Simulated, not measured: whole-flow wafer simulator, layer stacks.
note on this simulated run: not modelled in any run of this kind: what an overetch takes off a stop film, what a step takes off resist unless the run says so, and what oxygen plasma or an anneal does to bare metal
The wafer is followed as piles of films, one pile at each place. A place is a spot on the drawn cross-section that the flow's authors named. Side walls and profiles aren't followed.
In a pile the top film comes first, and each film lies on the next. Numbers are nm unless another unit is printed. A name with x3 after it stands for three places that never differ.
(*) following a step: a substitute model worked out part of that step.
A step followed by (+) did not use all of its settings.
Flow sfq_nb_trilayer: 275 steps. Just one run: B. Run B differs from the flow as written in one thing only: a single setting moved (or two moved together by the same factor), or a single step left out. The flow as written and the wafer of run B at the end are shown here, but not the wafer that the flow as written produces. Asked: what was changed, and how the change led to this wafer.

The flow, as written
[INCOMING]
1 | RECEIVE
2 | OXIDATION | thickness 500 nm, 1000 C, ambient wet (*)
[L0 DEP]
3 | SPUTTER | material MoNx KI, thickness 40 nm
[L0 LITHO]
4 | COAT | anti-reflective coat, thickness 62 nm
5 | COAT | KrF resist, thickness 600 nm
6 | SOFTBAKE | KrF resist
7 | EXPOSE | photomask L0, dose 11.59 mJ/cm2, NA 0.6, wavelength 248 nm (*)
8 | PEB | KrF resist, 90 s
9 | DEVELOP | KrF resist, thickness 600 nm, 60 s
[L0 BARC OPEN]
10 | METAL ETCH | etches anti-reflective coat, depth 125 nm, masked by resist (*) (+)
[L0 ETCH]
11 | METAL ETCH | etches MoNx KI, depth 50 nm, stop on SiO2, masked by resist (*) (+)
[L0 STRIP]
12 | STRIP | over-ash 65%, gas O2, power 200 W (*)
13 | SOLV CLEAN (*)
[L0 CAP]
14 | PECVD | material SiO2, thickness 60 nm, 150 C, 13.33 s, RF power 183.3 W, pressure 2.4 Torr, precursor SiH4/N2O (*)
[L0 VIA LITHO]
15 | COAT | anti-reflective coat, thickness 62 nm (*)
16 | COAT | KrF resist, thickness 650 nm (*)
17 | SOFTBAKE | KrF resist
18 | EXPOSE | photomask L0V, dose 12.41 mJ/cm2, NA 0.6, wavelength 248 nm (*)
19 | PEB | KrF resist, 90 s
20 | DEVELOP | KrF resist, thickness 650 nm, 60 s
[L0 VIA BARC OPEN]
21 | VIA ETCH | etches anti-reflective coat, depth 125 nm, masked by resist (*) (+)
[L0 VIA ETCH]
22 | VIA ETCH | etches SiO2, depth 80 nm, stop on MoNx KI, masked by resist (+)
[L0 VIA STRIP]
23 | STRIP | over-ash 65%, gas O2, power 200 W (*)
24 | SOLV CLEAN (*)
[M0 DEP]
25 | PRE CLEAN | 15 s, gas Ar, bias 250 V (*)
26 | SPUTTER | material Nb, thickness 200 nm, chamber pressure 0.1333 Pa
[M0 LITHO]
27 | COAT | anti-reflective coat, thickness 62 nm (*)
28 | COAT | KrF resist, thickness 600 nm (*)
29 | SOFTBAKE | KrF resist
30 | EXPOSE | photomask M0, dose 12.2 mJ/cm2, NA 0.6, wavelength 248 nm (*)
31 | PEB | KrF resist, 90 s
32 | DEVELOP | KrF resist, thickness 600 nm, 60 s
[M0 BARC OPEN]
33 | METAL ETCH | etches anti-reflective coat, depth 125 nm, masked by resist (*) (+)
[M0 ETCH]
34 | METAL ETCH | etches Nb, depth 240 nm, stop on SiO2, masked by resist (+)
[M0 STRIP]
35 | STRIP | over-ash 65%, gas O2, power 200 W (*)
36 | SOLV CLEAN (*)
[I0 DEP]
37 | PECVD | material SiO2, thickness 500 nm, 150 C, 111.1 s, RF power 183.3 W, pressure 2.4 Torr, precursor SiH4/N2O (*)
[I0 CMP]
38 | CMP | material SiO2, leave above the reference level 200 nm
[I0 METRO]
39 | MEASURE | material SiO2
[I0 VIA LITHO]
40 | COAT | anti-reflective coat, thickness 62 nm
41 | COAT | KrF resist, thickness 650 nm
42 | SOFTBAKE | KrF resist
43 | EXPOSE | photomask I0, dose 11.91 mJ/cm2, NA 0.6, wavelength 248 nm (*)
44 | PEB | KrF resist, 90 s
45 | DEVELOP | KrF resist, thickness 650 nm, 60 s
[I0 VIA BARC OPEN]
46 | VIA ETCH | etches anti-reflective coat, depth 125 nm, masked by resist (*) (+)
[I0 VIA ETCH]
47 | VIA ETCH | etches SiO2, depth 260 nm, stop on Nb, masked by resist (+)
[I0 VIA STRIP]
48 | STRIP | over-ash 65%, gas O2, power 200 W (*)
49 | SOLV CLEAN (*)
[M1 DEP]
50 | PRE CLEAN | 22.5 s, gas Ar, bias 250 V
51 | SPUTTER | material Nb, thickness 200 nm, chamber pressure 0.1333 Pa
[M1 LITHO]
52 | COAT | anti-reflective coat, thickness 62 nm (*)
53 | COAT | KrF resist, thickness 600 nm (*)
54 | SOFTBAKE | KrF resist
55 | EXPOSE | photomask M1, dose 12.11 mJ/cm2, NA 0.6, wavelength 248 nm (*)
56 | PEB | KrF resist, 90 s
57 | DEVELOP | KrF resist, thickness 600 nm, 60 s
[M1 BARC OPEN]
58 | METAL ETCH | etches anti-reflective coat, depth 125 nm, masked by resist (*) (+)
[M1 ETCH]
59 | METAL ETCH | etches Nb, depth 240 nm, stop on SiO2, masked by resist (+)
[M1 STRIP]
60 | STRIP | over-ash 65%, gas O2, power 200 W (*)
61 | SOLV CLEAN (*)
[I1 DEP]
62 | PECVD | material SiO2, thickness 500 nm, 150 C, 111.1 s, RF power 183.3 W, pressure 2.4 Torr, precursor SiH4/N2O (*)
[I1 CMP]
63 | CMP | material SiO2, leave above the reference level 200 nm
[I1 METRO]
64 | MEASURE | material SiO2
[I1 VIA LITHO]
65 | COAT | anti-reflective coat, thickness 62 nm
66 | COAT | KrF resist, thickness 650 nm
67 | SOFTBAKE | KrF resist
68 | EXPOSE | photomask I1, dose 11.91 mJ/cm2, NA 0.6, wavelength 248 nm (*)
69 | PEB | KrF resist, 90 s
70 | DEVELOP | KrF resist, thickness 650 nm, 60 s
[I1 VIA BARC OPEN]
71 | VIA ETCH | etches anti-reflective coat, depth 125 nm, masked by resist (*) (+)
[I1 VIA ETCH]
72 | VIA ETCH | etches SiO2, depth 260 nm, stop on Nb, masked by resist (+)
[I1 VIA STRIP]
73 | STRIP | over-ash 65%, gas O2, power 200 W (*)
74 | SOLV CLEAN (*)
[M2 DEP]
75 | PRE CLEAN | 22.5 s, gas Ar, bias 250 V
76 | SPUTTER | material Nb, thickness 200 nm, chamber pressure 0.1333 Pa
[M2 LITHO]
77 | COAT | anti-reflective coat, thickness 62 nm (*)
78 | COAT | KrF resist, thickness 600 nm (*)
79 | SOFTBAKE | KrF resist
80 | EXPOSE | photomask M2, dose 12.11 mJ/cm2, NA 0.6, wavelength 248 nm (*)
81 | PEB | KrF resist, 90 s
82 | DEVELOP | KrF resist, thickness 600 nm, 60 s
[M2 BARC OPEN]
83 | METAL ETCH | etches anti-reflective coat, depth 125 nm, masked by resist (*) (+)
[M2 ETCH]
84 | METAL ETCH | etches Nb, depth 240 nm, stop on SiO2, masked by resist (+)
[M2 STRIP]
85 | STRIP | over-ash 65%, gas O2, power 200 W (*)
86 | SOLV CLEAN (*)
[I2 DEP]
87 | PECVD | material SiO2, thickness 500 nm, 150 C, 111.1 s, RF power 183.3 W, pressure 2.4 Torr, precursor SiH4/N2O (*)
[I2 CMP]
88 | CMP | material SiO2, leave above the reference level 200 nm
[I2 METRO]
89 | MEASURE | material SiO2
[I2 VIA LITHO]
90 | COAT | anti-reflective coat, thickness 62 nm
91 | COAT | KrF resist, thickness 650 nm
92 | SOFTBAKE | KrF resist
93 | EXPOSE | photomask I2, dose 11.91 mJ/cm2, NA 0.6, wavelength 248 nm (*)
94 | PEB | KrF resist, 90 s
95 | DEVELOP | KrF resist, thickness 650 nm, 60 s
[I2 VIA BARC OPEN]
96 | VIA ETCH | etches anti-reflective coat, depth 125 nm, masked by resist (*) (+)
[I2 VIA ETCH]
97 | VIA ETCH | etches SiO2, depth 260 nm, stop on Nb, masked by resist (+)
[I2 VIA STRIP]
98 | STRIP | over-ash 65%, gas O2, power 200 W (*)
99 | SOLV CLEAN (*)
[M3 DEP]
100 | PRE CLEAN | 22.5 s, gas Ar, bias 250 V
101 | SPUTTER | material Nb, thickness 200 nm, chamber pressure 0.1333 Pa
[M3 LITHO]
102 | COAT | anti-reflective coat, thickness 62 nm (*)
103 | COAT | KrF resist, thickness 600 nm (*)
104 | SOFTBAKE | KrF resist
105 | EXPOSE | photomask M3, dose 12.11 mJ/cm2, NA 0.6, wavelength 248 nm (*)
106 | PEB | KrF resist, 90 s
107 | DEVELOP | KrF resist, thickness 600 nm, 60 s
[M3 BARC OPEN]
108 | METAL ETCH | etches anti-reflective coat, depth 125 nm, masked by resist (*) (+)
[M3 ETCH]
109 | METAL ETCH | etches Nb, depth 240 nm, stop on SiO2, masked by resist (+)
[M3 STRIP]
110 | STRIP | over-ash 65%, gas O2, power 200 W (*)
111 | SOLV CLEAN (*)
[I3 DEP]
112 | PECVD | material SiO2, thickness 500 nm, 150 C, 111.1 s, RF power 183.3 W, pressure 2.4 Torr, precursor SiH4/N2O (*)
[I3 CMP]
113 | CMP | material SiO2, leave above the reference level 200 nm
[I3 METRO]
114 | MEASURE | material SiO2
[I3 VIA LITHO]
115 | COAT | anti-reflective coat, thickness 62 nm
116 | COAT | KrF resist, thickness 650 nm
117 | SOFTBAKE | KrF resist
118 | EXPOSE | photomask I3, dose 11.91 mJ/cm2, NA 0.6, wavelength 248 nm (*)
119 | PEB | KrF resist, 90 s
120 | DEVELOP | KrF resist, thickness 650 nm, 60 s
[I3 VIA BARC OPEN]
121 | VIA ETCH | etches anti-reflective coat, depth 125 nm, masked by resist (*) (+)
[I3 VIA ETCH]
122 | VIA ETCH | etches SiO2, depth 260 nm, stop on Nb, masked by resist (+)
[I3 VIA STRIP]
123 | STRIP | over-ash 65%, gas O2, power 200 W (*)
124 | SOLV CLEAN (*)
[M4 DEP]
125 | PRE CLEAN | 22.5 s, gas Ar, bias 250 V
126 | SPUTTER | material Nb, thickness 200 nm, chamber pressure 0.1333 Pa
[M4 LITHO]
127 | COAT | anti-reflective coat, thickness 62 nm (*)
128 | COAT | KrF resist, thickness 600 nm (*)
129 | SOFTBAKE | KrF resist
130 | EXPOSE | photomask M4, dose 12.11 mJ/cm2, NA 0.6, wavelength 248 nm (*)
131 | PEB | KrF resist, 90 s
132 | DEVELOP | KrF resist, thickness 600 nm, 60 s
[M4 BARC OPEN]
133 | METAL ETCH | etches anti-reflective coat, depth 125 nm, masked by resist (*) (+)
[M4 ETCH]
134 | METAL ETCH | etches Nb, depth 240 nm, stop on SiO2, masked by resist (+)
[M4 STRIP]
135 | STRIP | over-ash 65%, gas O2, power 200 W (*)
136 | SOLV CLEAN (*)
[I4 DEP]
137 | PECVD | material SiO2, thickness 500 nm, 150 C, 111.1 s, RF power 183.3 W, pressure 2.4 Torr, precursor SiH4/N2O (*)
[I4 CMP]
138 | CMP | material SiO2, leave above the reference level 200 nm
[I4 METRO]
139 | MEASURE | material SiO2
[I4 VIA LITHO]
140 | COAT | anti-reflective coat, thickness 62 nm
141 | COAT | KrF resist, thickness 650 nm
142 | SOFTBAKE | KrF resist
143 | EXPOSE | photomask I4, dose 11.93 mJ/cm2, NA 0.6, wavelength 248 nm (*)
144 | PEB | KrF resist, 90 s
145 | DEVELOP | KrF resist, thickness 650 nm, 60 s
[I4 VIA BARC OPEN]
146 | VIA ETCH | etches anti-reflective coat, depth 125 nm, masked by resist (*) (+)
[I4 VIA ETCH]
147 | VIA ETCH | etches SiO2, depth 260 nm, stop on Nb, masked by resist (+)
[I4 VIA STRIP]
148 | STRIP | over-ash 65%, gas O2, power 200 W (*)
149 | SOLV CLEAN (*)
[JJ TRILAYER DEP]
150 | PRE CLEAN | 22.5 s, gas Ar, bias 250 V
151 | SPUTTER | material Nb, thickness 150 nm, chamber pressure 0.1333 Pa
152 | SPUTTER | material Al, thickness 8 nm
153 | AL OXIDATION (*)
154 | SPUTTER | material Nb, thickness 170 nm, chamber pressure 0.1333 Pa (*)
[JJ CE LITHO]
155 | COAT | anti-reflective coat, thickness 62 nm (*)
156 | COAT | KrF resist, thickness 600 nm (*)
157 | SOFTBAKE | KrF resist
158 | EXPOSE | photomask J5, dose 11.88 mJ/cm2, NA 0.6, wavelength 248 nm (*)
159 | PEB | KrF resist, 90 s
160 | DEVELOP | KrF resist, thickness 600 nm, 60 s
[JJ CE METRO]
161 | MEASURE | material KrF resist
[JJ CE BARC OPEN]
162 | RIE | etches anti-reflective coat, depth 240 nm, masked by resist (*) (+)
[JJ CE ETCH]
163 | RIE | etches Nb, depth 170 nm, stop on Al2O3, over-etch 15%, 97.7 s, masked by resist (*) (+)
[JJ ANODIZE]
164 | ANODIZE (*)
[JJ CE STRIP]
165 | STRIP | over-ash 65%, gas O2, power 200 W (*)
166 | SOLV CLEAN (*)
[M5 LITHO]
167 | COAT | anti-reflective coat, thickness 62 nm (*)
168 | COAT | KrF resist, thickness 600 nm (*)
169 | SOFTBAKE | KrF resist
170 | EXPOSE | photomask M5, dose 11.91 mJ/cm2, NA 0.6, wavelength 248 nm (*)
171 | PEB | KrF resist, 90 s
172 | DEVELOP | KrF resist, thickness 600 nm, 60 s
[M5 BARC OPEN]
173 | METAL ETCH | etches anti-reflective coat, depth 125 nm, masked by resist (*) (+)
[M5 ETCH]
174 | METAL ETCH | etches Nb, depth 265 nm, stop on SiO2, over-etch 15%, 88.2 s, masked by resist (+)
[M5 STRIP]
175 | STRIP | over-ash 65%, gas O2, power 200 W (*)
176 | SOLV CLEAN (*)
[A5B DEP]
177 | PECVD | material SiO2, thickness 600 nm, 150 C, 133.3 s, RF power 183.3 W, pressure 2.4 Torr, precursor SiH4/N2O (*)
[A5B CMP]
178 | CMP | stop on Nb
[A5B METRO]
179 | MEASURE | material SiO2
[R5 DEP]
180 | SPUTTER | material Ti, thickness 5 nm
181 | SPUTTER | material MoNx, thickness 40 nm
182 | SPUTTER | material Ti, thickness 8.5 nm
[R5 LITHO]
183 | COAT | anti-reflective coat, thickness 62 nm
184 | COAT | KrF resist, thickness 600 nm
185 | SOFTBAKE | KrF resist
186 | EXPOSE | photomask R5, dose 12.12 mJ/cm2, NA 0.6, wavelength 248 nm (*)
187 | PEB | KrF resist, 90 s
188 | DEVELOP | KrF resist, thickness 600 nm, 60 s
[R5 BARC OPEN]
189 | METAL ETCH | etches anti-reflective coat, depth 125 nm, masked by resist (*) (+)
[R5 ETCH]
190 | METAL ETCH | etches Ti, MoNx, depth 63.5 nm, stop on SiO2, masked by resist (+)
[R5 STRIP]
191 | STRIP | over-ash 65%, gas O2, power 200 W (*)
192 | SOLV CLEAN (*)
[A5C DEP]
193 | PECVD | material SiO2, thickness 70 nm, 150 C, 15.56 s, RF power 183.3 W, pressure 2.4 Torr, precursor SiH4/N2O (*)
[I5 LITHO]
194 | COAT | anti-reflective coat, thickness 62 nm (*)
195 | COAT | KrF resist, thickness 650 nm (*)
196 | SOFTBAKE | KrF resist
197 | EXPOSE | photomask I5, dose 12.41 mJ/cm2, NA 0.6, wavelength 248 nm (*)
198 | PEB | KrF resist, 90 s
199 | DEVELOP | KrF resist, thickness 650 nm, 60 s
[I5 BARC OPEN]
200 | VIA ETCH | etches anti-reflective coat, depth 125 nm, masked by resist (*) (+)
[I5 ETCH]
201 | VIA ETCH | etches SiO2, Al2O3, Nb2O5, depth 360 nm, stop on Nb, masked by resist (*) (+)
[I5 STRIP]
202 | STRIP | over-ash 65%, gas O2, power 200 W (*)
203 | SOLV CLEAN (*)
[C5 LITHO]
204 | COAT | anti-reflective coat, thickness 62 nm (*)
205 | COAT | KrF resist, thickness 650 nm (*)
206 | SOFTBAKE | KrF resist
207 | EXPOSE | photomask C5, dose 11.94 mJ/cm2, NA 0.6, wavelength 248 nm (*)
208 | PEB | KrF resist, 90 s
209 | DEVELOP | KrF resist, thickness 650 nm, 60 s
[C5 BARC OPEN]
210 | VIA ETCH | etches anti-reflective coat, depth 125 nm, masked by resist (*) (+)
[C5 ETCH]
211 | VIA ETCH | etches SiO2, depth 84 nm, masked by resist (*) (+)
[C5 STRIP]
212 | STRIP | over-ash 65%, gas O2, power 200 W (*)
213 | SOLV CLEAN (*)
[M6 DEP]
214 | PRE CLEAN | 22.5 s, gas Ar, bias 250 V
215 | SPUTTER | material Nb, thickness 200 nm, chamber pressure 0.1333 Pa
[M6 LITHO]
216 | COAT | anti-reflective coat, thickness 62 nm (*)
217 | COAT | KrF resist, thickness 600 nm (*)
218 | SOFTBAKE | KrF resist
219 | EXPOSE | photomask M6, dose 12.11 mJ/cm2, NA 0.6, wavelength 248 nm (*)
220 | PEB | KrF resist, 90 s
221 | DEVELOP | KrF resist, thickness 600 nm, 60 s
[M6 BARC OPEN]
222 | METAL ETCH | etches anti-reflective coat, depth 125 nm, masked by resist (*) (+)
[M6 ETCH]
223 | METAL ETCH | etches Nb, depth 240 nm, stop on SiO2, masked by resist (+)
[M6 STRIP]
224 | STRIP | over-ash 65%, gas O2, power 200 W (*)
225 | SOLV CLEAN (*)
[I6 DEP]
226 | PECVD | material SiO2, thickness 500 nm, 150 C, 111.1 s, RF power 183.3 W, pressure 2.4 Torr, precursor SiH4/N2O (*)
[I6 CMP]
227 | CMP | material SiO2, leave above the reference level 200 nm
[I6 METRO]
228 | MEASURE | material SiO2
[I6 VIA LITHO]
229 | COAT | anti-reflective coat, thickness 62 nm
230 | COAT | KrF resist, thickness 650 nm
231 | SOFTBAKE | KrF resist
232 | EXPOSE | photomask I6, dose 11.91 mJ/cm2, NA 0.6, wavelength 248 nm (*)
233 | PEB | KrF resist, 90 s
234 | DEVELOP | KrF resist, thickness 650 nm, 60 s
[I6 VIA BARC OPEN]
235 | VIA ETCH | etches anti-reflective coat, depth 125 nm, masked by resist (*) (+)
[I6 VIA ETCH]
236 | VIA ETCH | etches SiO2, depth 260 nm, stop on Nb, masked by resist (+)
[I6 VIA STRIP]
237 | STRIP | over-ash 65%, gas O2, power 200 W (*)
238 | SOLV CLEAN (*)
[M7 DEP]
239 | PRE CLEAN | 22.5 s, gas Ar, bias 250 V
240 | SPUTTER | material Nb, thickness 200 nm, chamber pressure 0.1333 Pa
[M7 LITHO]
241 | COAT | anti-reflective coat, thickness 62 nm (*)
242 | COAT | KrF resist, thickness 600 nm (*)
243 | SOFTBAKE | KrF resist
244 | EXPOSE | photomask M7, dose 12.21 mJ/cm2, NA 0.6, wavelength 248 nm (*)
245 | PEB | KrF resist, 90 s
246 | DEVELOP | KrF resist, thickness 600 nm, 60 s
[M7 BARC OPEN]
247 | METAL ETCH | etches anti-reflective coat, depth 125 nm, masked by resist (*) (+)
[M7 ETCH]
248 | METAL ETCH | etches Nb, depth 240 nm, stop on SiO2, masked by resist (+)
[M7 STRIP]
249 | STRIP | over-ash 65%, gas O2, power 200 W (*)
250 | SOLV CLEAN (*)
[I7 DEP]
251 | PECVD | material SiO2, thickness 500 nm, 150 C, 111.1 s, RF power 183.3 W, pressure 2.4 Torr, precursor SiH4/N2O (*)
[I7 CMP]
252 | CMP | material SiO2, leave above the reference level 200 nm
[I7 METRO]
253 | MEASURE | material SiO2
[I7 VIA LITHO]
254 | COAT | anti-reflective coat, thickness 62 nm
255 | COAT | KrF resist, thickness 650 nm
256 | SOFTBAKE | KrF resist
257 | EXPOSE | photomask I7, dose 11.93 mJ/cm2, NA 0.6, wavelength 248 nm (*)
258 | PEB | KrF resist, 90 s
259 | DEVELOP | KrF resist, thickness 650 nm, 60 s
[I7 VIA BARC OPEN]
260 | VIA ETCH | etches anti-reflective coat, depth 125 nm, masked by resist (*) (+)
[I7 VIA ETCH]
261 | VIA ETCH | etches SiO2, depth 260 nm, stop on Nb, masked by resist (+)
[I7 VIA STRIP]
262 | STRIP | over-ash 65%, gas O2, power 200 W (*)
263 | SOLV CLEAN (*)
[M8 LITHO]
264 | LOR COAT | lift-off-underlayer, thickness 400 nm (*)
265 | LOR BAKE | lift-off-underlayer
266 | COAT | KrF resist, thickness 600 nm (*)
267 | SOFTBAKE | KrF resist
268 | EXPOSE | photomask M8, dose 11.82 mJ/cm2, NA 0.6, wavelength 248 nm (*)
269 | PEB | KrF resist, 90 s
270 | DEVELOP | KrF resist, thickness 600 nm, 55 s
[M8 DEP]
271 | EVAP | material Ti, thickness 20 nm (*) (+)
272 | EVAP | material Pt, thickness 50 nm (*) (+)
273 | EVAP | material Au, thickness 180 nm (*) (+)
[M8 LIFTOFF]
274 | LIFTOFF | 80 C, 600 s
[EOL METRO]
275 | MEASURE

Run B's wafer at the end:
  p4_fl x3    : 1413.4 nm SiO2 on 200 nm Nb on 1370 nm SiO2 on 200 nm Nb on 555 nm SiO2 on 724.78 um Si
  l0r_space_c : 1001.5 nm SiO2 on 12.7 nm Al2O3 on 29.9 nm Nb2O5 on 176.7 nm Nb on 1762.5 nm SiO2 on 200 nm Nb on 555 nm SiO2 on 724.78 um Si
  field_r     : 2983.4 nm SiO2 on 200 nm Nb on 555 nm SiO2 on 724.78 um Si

Cause: step 151, SPUTTER: thickness 187.5 nm was run, though the flow has thickness 150 nm.

Step by step, how the change led to this:
  151 | SPUTTER | material Nb, thickness 150 nm, chamber pressure 0.1333 Pa
      field_l, v_sur, via_sp and 100 more: +187.5 Nb (new film) (it would be, as written: +150 Nb (new film))
      via_wl, via_w, via_wr: +163.4 Nb (it would be, as written: +130.4 Nb)
  155 | COAT | anti-reflective coat, thickness 62 nm (*)
      via_wl, via_wr: +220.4 anti-reflective coat (new film) (it would be, as written: +209.4 anti-reflective coat (new film))
      via_w: +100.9 anti-reflective coat (new film) (it would be, as written: +97.4 anti-reflective coat (new film))
  162 | RIE | etches anti-reflective coat, depth 240 nm, masked by resist (*) (+)
      ce_l, c5j, ce_r, wl_jj: -220.4 KrF resist (it would be, as written: -209.4 KrF resist)
      via_wl, via_wr: -220.4 anti-reflective coat (all of it) (it would be, as written: -209.4 anti-reflective coat (all of it))
      (and at 1 other place as well)
  165 | STRIP | over-ash 65%, gas O2, power 200 W (*)
      ce_l: -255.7 KrF resist (all of it), -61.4 anti-reflective coat (all of it) (it would be, as written: -266.8 KrF resist (all of it), -61.4 anti-reflective coat (all of it))
      c5j: -255.8 KrF resist (all of it), -61.5 anti-reflective coat (all of it) (it would be, as written: -266.9 KrF resist (all of it), -61.5 anti-reflective coat (all of it))
      (and at 2 other places as well)
  167 | COAT | anti-reflective coat, thickness 62 nm (*)
      via_wl: +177 anti-reflective coat (new film) (it would be, as written: +170.5 anti-reflective coat (new film))
      via_w: +86.1 anti-reflective coat (new film) (it would be, as written: +84.1 anti-reflective coat (new film))
      (and at 1 other place as well)
  174 | METAL ETCH | etches Nb, depth 265 nm, stop on SiO2, over-etch 15%, 88.2 s, masked by resist (+)
      field_l, r_sur, res and 49 more: -12.6 Al2O3 (all of it), -29.9 Nb2O5 (all of it), -176.7 Nb (all of it), -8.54 SiO2 (it would be, as written: -12.6 Al2O3 (all of it), -29.9 Nb2O5 (all of it), -139.2 Nb (all of it), -12.3 SiO2)
      wl_a_sl: -12.6 Al2O3 (all of it), -29.9 Nb2O5 (all of it), -176.7 Nb (all of it), -8.55 SiO2 (it would be, as written: -12.6 Al2O3 (all of it), -29.9 Nb2O5 (all of it), -139.2 Nb (all of it), -12.3 SiO2)
  175 | STRIP | over-ash 65%, gas O2, power 200 W (*)
      via_wl: -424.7 KrF resist (all of it), -177 anti-reflective coat (all of it) (it would be, as written: -427 KrF resist (all of it), -170.5 anti-reflective coat (all of it))
      via_w: -505.4 KrF resist (all of it), -86.1 anti-reflective coat (all of it) (it would be, as written: -503.5 KrF resist (all of it), -84.1 anti-reflective coat (all of it))
      (and at 1 other place as well)
  178 | CMP | stop on Nb
      field_l, p4_fl x3, p4_w1 x9 and 29 more: -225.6 SiO2 (it would be, as written: -259.3 SiO2)
      r_sur, res, r_end, moat, field_r, lsp_l: -217.3 SiO2 (it would be, as written: -252.3 SiO2)
      (and at 5 other places as well)
